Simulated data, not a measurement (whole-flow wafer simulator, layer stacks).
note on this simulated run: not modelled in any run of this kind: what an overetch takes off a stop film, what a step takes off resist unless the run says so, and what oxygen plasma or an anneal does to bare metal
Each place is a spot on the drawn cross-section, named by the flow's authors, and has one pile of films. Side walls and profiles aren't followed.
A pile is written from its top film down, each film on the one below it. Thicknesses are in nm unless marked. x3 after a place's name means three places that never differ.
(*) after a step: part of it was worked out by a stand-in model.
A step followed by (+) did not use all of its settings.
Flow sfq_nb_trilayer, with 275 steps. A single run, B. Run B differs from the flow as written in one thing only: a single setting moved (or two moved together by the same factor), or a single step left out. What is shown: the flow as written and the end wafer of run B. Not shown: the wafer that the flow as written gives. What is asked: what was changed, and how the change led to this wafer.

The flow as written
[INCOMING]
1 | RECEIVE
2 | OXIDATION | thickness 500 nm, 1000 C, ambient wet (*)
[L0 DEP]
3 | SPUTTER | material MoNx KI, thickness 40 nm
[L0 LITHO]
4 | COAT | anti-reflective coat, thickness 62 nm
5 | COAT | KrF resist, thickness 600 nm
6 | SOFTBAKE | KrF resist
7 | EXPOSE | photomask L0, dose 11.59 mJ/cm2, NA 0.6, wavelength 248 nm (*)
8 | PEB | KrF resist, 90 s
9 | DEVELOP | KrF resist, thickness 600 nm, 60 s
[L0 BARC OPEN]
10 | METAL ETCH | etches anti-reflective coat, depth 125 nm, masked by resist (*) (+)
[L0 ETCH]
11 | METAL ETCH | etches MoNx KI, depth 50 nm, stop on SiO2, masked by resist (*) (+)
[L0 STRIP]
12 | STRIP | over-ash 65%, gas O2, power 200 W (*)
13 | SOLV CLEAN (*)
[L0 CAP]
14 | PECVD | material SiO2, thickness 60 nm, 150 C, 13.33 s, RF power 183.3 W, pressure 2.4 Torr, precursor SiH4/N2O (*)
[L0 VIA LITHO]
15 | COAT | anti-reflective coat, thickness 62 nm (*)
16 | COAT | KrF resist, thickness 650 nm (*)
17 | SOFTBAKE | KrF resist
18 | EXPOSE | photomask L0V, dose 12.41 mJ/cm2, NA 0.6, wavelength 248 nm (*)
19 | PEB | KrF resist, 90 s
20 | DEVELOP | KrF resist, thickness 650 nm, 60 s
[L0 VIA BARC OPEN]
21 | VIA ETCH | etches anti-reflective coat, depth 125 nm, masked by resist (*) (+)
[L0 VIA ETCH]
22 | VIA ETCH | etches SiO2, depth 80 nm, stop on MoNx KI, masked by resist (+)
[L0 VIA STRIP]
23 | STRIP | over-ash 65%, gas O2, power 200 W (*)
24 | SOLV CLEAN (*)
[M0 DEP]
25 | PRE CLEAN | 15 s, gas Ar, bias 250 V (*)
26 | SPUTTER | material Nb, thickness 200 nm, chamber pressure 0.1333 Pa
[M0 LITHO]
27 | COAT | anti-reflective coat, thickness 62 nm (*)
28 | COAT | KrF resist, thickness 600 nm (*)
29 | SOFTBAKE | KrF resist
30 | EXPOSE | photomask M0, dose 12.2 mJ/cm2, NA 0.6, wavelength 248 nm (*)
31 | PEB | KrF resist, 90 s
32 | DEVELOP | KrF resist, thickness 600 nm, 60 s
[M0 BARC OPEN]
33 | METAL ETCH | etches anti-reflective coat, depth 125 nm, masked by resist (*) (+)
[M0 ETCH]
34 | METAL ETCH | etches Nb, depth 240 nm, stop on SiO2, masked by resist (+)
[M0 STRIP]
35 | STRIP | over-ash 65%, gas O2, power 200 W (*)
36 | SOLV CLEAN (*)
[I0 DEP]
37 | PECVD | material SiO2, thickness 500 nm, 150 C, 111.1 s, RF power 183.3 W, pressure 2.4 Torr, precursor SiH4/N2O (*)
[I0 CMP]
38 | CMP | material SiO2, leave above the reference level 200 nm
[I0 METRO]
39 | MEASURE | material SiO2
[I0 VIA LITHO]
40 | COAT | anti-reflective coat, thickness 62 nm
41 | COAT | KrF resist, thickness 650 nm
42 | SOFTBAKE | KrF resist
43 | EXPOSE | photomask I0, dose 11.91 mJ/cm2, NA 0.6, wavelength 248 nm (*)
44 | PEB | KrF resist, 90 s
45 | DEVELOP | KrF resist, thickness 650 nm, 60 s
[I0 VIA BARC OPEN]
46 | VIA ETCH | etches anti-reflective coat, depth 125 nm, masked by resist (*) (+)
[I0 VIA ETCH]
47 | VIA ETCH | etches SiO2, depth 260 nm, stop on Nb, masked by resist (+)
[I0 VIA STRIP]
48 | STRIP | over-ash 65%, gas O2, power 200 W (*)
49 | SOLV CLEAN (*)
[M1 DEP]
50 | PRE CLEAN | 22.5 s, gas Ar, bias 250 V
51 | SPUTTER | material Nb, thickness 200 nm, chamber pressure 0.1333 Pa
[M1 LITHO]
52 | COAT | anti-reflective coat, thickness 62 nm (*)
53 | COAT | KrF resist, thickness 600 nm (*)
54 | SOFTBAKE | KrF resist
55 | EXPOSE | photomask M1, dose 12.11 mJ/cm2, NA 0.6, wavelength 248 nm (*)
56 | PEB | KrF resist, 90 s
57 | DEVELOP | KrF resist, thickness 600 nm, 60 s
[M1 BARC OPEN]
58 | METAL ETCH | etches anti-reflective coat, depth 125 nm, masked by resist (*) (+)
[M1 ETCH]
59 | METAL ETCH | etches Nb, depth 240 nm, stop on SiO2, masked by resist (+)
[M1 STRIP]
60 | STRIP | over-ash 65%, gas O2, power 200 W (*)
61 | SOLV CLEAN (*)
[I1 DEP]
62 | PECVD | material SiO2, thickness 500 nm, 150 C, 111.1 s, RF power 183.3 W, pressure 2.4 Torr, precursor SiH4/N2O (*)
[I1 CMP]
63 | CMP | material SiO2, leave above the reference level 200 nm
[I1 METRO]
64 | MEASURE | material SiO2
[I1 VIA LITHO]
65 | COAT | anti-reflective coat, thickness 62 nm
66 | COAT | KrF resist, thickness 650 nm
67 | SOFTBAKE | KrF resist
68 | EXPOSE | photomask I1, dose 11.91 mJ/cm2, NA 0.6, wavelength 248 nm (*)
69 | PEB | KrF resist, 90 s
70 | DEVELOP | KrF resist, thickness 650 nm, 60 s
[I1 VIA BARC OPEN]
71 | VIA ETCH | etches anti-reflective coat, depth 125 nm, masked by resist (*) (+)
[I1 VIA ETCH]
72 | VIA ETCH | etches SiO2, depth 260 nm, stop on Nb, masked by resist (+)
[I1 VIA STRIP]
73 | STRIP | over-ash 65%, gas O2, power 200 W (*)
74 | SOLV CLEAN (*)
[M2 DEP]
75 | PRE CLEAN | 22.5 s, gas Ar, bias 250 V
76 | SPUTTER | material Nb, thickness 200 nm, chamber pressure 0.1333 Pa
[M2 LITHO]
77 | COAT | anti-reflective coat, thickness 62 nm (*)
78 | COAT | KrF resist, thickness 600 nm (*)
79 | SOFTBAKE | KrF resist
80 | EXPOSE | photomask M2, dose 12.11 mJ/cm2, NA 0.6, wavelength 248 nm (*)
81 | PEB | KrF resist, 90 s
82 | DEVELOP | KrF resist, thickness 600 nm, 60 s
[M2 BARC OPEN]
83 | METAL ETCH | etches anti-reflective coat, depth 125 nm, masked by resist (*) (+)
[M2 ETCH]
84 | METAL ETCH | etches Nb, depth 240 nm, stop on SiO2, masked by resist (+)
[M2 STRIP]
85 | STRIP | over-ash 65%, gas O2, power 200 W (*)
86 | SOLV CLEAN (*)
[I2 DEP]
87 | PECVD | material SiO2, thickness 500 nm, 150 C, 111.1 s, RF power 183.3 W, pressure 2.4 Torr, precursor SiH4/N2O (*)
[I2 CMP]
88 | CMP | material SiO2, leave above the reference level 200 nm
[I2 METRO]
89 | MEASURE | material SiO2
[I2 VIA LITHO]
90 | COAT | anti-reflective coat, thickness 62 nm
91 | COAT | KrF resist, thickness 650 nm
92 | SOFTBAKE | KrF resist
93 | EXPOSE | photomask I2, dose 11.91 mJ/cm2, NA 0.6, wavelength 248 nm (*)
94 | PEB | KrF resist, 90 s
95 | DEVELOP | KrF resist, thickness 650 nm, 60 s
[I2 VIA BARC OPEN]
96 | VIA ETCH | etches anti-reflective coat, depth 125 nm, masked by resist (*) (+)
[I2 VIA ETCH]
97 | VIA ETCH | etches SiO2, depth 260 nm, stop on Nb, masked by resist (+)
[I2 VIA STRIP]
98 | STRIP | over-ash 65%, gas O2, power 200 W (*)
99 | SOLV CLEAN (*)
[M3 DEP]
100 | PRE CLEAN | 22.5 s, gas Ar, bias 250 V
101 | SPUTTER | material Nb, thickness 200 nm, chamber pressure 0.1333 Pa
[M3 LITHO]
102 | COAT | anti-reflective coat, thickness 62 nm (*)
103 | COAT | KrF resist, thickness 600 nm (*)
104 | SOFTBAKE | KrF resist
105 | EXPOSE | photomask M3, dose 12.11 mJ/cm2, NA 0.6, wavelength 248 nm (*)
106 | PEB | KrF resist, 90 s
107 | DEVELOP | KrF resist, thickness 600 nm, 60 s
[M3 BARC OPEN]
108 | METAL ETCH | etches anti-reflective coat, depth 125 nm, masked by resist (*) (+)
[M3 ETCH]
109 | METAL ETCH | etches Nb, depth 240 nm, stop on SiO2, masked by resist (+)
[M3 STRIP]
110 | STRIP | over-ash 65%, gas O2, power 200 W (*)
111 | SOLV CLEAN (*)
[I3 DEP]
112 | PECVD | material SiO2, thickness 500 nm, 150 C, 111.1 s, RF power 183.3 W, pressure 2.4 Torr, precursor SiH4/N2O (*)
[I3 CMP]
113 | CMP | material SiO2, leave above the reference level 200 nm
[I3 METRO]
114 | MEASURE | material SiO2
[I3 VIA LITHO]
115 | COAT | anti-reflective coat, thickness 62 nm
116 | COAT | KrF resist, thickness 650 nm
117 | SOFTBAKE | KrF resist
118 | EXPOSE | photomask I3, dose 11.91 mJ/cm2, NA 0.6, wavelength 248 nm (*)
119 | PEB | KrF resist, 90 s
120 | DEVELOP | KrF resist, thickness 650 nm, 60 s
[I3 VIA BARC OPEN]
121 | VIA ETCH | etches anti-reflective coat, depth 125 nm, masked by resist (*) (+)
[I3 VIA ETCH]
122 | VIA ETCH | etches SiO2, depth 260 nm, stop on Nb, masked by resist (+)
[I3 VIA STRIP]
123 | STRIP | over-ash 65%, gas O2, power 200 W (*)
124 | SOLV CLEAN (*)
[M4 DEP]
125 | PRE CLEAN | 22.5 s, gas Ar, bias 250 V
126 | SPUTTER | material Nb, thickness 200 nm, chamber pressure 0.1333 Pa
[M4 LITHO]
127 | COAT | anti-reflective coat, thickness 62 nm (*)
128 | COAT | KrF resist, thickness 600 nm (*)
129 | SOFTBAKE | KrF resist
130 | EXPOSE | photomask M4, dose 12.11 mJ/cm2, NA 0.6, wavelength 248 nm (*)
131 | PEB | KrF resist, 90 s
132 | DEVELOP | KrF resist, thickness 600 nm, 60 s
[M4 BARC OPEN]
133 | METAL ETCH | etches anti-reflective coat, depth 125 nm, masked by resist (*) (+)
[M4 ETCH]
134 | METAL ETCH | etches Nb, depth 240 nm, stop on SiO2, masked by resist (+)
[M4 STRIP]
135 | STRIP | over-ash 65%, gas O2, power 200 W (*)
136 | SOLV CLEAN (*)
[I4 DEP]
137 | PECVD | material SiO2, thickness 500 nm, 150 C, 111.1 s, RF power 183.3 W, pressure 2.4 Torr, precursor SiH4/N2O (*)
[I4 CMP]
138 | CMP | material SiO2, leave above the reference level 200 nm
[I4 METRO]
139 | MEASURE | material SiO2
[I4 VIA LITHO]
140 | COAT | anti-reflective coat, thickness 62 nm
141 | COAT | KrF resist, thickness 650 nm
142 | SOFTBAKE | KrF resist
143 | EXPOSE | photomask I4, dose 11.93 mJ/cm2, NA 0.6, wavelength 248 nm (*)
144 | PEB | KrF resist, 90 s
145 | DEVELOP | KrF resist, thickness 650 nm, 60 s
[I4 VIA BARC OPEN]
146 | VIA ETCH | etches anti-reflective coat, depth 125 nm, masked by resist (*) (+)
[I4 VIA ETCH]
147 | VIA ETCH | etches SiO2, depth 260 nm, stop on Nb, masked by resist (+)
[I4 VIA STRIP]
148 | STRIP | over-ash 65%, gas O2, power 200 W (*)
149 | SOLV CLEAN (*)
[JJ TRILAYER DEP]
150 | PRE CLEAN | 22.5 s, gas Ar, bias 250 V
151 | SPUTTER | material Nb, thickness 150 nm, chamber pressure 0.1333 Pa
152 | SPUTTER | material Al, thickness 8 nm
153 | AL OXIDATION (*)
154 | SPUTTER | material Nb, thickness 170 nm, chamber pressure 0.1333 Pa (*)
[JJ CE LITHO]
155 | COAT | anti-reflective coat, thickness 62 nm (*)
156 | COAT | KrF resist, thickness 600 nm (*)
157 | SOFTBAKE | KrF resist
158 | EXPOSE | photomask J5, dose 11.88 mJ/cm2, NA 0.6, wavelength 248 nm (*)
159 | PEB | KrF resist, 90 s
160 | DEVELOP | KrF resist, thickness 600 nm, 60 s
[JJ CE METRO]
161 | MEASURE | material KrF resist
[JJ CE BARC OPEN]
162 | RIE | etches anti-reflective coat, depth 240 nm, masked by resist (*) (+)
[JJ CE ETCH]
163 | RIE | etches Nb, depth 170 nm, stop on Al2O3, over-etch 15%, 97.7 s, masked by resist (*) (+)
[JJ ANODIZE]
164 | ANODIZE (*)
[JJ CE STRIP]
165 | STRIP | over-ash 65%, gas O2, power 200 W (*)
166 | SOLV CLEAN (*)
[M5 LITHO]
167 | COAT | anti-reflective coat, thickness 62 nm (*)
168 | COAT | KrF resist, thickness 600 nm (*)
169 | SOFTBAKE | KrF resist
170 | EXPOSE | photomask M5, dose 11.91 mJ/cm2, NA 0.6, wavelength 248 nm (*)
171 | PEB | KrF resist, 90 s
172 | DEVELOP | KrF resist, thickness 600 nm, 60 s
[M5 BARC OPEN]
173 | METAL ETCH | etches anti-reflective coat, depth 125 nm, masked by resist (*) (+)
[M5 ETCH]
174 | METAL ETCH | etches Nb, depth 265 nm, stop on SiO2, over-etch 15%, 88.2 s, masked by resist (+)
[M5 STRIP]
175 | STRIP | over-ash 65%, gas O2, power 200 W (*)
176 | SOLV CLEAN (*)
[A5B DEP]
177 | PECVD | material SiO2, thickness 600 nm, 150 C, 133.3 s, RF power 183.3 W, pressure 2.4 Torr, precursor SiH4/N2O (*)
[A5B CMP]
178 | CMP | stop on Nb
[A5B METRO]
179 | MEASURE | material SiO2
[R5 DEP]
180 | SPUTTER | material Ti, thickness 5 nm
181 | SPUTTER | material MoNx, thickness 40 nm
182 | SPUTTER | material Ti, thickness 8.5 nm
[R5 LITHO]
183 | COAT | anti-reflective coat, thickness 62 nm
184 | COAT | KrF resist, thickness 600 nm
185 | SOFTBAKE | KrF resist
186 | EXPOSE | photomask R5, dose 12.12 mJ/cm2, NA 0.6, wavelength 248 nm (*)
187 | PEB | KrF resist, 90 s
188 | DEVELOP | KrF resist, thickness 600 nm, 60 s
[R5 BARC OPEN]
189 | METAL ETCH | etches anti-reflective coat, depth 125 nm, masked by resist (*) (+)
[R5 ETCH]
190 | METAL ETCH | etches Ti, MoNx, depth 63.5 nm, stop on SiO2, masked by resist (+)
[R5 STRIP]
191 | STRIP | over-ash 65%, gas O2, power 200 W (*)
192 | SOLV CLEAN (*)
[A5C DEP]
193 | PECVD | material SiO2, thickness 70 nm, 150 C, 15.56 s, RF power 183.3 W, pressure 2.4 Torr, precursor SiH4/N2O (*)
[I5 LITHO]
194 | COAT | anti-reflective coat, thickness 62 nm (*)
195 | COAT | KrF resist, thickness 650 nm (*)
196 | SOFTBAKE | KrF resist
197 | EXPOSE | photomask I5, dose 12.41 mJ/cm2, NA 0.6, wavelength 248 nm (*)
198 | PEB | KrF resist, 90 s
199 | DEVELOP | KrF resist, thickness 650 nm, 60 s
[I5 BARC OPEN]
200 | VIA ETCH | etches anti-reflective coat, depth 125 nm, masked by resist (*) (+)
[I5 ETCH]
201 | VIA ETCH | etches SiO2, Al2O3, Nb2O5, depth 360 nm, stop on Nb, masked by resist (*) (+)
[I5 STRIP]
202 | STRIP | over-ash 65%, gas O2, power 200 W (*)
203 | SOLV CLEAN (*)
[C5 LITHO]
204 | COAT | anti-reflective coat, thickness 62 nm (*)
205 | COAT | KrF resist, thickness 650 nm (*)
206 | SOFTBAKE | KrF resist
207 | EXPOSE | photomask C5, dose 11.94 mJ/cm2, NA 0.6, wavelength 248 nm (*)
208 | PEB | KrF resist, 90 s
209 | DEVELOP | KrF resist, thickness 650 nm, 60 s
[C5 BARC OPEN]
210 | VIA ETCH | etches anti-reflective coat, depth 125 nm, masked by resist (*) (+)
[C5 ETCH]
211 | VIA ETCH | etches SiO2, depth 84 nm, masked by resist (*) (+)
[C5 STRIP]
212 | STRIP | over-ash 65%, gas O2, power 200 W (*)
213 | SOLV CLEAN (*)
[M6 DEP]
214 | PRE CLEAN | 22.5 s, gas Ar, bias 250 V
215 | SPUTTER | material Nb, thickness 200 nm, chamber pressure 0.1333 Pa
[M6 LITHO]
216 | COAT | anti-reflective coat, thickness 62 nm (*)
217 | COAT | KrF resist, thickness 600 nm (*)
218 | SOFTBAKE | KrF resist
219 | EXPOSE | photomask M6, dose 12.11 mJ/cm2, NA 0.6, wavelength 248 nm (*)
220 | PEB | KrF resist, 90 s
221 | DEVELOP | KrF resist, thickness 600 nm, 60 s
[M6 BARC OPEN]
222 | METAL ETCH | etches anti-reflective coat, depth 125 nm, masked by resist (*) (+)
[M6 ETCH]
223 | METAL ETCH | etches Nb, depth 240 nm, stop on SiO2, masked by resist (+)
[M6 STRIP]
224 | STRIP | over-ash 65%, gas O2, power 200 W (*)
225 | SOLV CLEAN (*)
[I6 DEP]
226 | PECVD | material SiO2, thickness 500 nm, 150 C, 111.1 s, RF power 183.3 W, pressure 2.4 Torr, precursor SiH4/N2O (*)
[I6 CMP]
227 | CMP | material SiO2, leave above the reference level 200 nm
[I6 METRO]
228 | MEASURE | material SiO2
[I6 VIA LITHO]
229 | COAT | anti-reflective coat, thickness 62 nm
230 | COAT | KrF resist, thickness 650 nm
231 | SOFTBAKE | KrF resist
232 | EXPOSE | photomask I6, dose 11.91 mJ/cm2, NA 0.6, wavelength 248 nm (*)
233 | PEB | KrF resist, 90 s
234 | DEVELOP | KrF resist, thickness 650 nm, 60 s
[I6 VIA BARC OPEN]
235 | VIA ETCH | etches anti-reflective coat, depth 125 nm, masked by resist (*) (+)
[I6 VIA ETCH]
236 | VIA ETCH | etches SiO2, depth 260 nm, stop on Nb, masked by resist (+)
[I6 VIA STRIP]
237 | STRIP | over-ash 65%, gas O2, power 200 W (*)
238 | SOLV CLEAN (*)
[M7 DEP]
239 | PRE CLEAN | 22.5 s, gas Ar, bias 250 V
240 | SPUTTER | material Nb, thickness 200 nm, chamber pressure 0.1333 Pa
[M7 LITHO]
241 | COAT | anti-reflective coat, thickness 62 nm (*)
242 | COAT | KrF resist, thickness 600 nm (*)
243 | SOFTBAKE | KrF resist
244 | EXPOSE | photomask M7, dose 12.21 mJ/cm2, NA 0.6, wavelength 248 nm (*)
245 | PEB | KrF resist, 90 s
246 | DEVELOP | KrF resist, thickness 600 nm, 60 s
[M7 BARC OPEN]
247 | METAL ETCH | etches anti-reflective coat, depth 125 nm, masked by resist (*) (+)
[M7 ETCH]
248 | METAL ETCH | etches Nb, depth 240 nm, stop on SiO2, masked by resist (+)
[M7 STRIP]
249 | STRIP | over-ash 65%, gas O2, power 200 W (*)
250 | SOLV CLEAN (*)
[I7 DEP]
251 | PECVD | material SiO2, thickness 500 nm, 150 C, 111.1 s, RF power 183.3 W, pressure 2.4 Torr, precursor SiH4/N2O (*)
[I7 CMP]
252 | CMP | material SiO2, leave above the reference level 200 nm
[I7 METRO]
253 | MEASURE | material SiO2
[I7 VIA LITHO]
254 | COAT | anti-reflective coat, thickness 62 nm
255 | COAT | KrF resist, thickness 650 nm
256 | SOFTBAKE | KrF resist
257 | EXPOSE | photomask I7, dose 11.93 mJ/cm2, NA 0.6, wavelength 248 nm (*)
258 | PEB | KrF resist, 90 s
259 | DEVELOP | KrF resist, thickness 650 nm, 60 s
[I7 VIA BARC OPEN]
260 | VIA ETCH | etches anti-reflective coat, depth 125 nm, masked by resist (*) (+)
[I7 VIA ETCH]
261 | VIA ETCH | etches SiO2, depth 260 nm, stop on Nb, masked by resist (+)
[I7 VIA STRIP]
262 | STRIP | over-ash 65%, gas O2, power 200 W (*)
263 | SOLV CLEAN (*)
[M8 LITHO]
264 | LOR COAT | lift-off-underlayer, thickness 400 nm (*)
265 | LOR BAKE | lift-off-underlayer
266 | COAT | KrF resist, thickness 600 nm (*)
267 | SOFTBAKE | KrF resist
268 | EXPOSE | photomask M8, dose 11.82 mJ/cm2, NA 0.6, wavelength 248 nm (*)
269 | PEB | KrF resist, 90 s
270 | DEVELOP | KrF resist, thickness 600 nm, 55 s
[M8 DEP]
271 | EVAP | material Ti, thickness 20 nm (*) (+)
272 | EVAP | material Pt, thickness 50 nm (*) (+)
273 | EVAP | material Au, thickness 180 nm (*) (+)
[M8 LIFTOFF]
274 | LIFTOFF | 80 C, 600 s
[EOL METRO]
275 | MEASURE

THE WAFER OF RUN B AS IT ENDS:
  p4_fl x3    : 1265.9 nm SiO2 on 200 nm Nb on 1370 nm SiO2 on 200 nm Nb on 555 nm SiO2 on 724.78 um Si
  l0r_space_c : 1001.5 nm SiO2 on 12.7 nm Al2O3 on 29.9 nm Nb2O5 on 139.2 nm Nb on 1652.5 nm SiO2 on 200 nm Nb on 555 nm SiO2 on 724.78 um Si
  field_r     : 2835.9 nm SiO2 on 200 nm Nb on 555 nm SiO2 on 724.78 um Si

The reason: step 138, CMP: leave above the reference level 90 nm was run, whereas the flow has leave above the reference level 200 nm.

How this came from the change, step by step:
  138 | CMP | material SiO2, leave above the reference level 200 nm
      field_l, be, be_sur and 55 more: -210 SiO2 (as written it would have been: -100 SiO2)
      v_sur, via_wl, via_w and 35 more: -410 SiO2 (as written it would have been: -300 SiO2)
      (and at 10 other places as well)
  147 | VIA ETCH | etches SiO2, depth 260 nm, stop on Nb, masked by resist (+)
      field_l, v_sur, via_sp and 100 more: -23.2 KrF resist (as written it would have been: -44.8 KrF resist)
      via_wl, via_w, via_wr: -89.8 SiO2 (all of it) (as written it would have been: -199.8 SiO2 (all of it))
  148 | STRIP | over-ash 65%, gas O2, power 200 W (*)
      field_l, v_sur, via_sp and 100 more: -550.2 KrF resist (all of it), -62 anti-reflective coat (all of it) (as written it would have been: -528.6 KrF resist (all of it), -62 anti-reflective coat (all of it))
  151 | SPUTTER | material Nb, thickness 150 nm, chamber pressure 0.1333 Pa
      via_wl, via_w, via_wr: +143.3 Nb (as written it would have been: +130.4 Nb)
  152 | SPUTTER | material Al, thickness 8 nm
      via_wl, via_wr: +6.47 Al (new film) (as written it would have been: +5.14 Al (new film))
      via_w: +7.91 Al (new film) (as written it would have been: +7.12 Al (new film))
  154 | SPUTTER | material Nb, thickness 170 nm, chamber pressure 0.1333 Pa (*)
      via_wl, via_wr: +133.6 Nb (new film) (as written it would have been: +140.7 Nb (new film))
      via_w: +168.6 Nb (new film) (as written it would have been: +141 Nb (new film))
  155 | COAT | anti-reflective coat, thickness 62 nm (*)
      via_wl, via_wr: +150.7 anti-reflective coat (new film) (as written it would have been: +209.4 anti-reflective coat (new film))
      v_sur: +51 anti-reflective coat (new film) (as written it would have been: +45.1 anti-reflective coat (new film))
      (and at 2 other places as well)
  156 | COAT | KrF resist, thickness 600 nm (*)
      via_wl: +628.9 KrF resist (new film) (as written it would have been: +663 KrF resist (new film))
      via_w: +655.4 KrF resist (new film) (as written it would have been: +763.8 KrF resist (new film))
      (and at 1 other place as well)
  160 | DEVELOP | KrF resist, thickness 600 nm, 60 s
      via_wl: -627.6 KrF resist (all of it) (as written it would have been: -661.6 KrF resist (all of it))
      via_w: -654 KrF resist (all of it) (as written it would have been: -762.1 KrF resist (all of it))
      (and at 1 other place as well)
  162 | RIE | etches anti-reflective coat, depth 240 nm, masked by resist (*) (+)
      ce_l, c5j, ce_r, wl_jj: -150.7 KrF resist (as written it would have been: -209.4 KrF resist)
      via_wl, via_wr: -150.7 anti-reflective coat (all of it) (as written it would have been: -209.4 anti-reflective coat (all of it))
      (and at 3 other places as well)
  163 | RIE | etches Nb, depth 170 nm, stop on Al2O3, over-etch 15%, 97.7 s, masked by resist (*) (+)
      via_w: -168.6 Nb (all of it), -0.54 Al2O3 (as written it would have been: -141 Nb (all of it), -0.96 Al2O3 (all of it))
      via_wl, via_wr: -133.6 Nb (all of it), -0.96 Al2O3 (all of it) (as written it would have been: -140.7 Nb (all of it), -0.96 Al2O3 (all of it))
  164 | ANODIZE (*)
      via_w: +12.1 Al2O3, +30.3 Nb2O5 (new film), -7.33 Al (all of it), -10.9 Nb (as written it would have been: +10.8 Al2O3 (new film), +33.3 Nb2O5 (new film), -6.54 Al (all of it), -12 Nb)
      via_wl, via_wr: +9.72 Al2O3 (new film), +35.3 Nb2O5 (new film), -5.89 Al (all of it), -12.7 Nb (as written it would have been: +7.52 Al2O3 (new film), +39.2 Nb2O5 (new film), -4.56 Al (all of it), -14.1 Nb)
  165 | STRIP | over-ash 65%, gas O2, power 200 W (*)
      c5j, ce_r: -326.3 KrF resist (all of it), -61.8 anti-reflective coat (all of it) (as written it would have been: -266.9 KrF resist (all of it), -61.5 anti-reflective coat (all of it))
      ce_l: -326.2 KrF resist (all of it), -61.8 anti-reflective coat (all of it) (as written it would have been: -266.8 KrF resist (all of it), -61.4 anti-reflective coat (all of it))
      (and at 1 other place as well)
  167 | COAT | anti-reflective coat, thickness 62 nm (*)
      v_sur: +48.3 anti-reflective coat (new film) (as written it would have been: +44.9 anti-reflective coat (new film))
      via_wl: +99.2 anti-reflective coat (new film) (as written it would have been: +170.5 anti-reflective coat (new film))
      (and at 3 other places as well)
  168 | COAT | KrF resist, thickness 600 nm (*)
      v_sur: +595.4 KrF resist (new film) (as written it would have been: +577.9 KrF resist (new film))
      via_wl: +633.6 KrF resist (new film) (as written it would have been: +656 KrF resist (new film))
      (and at 3 other places as well)
  175 | STRIP | over-ash 65%, gas O2, power 200 W (*)
      v_sur: -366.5 KrF resist (all of it), -48.3 anti-reflective coat (all of it) (as written it would have been: -349.2 KrF resist (all of it), -44.9 anti-reflective coat (all of it))
      via_wl: -404.7 KrF resist (all of it), -99.2 anti-reflective coat (all of it) (as written it would have been: -427 KrF resist (all of it), -170.5 anti-reflective coat (all of it))
      (and at 3 other places as well)
  178 | CMP | stop on Nb
      via_wl, via_wr: -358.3 SiO2 (as written it would have been: -235.7 SiO2)
      via_w: -357.9 SiO2 (as written it would have been: -235.2 SiO2)
